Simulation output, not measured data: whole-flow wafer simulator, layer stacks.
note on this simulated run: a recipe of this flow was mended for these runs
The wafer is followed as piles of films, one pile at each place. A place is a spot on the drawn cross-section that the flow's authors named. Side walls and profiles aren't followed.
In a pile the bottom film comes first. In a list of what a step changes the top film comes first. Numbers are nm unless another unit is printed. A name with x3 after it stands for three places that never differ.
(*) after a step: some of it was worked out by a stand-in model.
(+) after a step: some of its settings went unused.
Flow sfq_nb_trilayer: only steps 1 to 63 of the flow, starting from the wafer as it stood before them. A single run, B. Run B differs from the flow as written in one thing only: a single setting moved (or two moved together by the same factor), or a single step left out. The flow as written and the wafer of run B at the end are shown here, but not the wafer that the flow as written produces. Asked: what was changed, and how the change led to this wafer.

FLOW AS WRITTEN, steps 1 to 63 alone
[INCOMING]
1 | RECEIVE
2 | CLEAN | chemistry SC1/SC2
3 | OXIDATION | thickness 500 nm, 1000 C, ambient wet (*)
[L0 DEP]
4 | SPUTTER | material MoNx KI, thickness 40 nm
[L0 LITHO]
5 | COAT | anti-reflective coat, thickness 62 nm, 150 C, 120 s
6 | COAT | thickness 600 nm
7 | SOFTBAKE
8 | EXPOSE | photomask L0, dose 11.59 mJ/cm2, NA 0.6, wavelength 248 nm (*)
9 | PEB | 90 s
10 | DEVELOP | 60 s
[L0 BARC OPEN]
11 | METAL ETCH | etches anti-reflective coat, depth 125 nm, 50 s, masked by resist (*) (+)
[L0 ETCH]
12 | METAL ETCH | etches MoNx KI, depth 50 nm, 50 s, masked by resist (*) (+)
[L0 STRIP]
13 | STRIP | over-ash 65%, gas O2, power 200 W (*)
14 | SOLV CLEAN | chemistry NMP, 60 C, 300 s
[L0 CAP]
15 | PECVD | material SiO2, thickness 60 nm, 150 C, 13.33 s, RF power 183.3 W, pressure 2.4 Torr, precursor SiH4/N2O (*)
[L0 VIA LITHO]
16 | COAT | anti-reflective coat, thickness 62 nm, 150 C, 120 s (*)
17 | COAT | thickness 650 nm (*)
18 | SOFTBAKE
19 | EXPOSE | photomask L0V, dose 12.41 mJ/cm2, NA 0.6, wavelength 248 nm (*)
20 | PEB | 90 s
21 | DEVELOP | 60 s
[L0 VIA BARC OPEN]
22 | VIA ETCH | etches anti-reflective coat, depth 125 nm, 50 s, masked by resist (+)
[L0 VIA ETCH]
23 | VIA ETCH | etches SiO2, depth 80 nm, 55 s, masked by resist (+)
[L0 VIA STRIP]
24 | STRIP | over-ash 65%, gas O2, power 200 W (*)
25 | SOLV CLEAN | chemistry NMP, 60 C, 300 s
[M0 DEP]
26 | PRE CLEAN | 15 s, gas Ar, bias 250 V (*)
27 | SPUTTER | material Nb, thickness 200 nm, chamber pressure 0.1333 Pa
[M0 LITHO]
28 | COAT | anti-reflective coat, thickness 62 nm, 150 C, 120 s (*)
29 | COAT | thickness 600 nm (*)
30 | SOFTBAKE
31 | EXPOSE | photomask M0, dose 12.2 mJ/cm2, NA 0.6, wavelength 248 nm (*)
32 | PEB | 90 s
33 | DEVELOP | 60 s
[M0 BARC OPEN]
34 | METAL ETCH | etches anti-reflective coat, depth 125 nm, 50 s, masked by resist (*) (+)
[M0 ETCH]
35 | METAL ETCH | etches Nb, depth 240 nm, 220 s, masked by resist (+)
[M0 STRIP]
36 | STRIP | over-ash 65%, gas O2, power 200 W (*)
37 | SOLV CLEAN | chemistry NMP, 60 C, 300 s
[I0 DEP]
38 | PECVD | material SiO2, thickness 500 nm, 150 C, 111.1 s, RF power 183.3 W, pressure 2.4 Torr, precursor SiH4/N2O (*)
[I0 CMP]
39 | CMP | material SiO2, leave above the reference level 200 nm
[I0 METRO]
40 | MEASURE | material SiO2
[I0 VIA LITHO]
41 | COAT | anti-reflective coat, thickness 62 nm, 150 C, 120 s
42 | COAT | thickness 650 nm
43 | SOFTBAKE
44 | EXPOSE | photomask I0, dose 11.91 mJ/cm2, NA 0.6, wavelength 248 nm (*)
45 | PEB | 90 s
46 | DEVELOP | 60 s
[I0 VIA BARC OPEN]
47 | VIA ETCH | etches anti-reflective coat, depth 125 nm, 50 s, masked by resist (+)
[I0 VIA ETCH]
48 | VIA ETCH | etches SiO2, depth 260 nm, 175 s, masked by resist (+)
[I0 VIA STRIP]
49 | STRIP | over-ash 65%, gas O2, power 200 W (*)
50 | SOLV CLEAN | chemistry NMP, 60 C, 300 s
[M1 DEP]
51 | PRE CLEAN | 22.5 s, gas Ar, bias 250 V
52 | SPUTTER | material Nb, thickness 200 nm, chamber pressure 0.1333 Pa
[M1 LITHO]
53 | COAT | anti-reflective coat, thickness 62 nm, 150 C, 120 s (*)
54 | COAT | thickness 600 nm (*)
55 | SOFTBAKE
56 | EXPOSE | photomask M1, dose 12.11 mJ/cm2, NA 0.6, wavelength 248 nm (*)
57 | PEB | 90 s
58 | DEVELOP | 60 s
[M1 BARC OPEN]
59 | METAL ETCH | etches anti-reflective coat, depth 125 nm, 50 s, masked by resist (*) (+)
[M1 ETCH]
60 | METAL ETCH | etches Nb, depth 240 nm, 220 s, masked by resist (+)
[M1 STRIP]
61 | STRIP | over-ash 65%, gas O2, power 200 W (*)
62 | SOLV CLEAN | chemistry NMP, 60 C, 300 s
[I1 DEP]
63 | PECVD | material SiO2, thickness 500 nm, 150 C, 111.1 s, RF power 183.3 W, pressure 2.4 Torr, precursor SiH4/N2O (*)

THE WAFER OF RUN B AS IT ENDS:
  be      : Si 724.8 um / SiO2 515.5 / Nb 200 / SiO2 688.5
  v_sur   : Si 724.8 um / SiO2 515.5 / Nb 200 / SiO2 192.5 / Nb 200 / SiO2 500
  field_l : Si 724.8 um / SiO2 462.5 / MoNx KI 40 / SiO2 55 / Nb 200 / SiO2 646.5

What caused this: step 3, OXIDATION: thickness 462.5 nm was run, whereas the flow has thickness 500 nm.
The wafer lets one read it off: field_l has SiO2 462.5, and step 3 as written asks for 500 nm.

How this came from the change, step by step:
  3 | OXIDATION | thickness 500 nm, 1000 C, ambient wet (*)
      field_l, v_sur, via_wl and 103 more: +462.5 SiO2 (new film), -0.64 chemical SiO2 (all of it), -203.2 Si (it would be, as written: +500 SiO2 (new film), -0.64 chemical SiO2 (all of it), -219.7 Si)
